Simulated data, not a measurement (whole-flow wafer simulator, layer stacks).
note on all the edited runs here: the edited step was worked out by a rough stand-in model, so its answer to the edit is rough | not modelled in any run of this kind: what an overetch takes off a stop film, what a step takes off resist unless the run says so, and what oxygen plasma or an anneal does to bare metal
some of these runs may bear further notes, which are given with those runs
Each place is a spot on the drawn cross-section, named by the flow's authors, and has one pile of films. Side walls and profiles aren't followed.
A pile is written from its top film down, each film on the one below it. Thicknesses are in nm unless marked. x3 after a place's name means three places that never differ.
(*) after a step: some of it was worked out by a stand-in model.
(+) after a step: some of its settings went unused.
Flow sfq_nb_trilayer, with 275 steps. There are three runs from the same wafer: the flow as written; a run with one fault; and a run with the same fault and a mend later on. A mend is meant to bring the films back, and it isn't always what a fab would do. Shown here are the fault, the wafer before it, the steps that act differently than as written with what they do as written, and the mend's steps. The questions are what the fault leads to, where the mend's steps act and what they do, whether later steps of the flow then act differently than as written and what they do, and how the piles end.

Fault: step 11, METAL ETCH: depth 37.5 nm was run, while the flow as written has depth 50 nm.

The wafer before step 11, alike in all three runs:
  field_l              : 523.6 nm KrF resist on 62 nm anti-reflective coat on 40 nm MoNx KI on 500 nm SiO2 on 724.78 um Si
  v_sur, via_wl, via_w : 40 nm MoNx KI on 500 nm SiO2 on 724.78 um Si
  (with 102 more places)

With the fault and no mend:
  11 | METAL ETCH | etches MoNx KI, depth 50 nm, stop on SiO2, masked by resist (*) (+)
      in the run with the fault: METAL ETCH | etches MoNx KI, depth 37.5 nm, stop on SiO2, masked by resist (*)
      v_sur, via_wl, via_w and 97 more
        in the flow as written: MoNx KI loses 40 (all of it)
        in the run with the fault: MoNx KI loses 37.5
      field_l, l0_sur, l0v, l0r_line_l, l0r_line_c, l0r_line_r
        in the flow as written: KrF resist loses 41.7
        in the run with the fault: KrF resist loses 31.2
  Steps later in the flow that act otherwise than as written (13 other steps are not shown; they differ only slightly, by no more than 2% or 0.5 nm, whichever is larger):
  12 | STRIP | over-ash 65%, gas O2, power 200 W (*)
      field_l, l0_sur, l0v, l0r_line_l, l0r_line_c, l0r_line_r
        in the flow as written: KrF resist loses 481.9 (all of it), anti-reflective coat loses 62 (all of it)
        in the run with the fault: KrF resist loses 492.3 (all of it), anti-reflective coat loses 62 (all of it)
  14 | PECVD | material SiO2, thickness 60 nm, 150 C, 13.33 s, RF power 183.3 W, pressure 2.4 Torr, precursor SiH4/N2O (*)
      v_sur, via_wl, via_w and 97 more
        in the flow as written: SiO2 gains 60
        in the run with the fault: SiO2 gains 60 (new film)
  The piles end different from the flow's at v_sur, via_wl, via_w and 97 more by more than 2% or 0.5 nm, whichever is larger.
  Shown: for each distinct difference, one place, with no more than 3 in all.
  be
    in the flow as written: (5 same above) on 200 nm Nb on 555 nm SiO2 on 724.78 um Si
    in the run with the fault: (5 same above) on 200 nm Nb on 55 nm SiO2 on 2.5 nm MoNx KI on 500 nm SiO2 on 724.78 um Si
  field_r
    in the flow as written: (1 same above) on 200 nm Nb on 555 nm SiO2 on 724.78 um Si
    in the run with the fault: (1 same above) on 200 nm Nb on 55 nm SiO2 on 2.5 nm MoNx KI on 500 nm SiO2 on 724.78 um Si
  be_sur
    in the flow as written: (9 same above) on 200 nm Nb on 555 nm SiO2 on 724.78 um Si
    in the run with the fault: (9 same above) on 200 nm Nb on 55 nm SiO2 on 2.5 nm MoNx KI on 500 nm SiO2 on 724.78 um Si

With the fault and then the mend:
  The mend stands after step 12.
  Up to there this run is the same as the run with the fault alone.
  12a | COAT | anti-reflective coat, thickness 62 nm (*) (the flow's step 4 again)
      p4_fl x3, p4_w1 x9, p4_g1 x2 and 59 more
        anti-reflective coat gains 62 (new film)
      be_sur, gap, jj_sur and 9 more
        anti-reflective coat gains 63.6 (new film)
      wire, be, field_r, lsp_l
        anti-reflective coat gains 63.7 (new film)
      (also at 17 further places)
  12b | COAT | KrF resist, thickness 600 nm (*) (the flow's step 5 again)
      p4_fl x3, p4_w1 x9, p4_g1 x2 and 59 more
        KrF resist gains 600 (new film)
      jj_sur, ce_l, c5j, ce_r, sp_r, be_r, r_sur
        KrF resist gains 606.3 (new film)
      l0r_line_l, l0r_line_c, l0r_line_r
        KrF resist gains 596 (new film)
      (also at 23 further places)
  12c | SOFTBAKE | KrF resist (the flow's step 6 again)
      alters no film at any place that is followed
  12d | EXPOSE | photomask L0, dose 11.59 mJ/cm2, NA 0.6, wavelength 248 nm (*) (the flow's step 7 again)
      alters no film at any place that is followed
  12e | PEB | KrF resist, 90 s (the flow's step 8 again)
      p4_fl x3, p4_w1 x9, p4_g1 x2 and 62 more
        KrF resist loses 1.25
      v_sur, via_wr, via_sp and 20 more
        KrF resist loses 1.27
      via_wl, via_w, lsp_r
        KrF resist loses 1.28
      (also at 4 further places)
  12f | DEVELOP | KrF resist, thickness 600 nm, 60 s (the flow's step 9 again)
      p4_fl x3, p4_w1 x9, p4_g1 x2 and 59 more
        KrF resist loses 598.7 (all of it)
      field_l, l0_sur, l0v, l0r_line_l, l0r_line_c, l0r_line_r
        KrF resist loses 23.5
      gap, jj_sur, ce_l, r_sur, res
        KrF resist loses 605.1 (all of it)
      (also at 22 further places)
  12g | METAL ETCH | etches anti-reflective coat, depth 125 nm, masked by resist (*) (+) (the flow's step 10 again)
      p4_fl x3, p4_w1 x9, p4_g1 x2 and 59 more
        anti-reflective coat loses 62 (all of it)
      be_sur, gap, jj_sur and 9 more
        anti-reflective coat loses 63.6 (all of it)
      field_l, l0_sur, l0v, l0r_line_l, l0r_line_c, l0r_line_r
        KrF resist loses 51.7
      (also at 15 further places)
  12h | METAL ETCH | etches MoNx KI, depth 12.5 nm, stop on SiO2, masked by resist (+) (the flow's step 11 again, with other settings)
      v_sur, via_wl, via_w and 97 more
        MoNx KI loses 2.5 (all of it)
      field_l, l0_sur, l0r_line_l, l0r_line_c, l0r_line_r
        KrF resist loses 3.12
      l0v
        KrF resist loses 3.13
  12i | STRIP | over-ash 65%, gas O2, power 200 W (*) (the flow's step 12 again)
      l0r_line_l, l0r_line_c, l0r_line_r
        KrF resist loses 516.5 (all of it), anti-reflective coat loses 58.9 (all of it)
      field_l
        KrF resist loses 511.7 (all of it), anti-reflective coat loses 56.7 (all of it)
      l0_sur
        KrF resist loses 513.3 (all of it), anti-reflective coat loses 54.1 (all of it)
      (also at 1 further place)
  Every later step of the flow that is run acts as written at every place that is followed.
  By the end, the piles equal the flow's at every place that both follow.
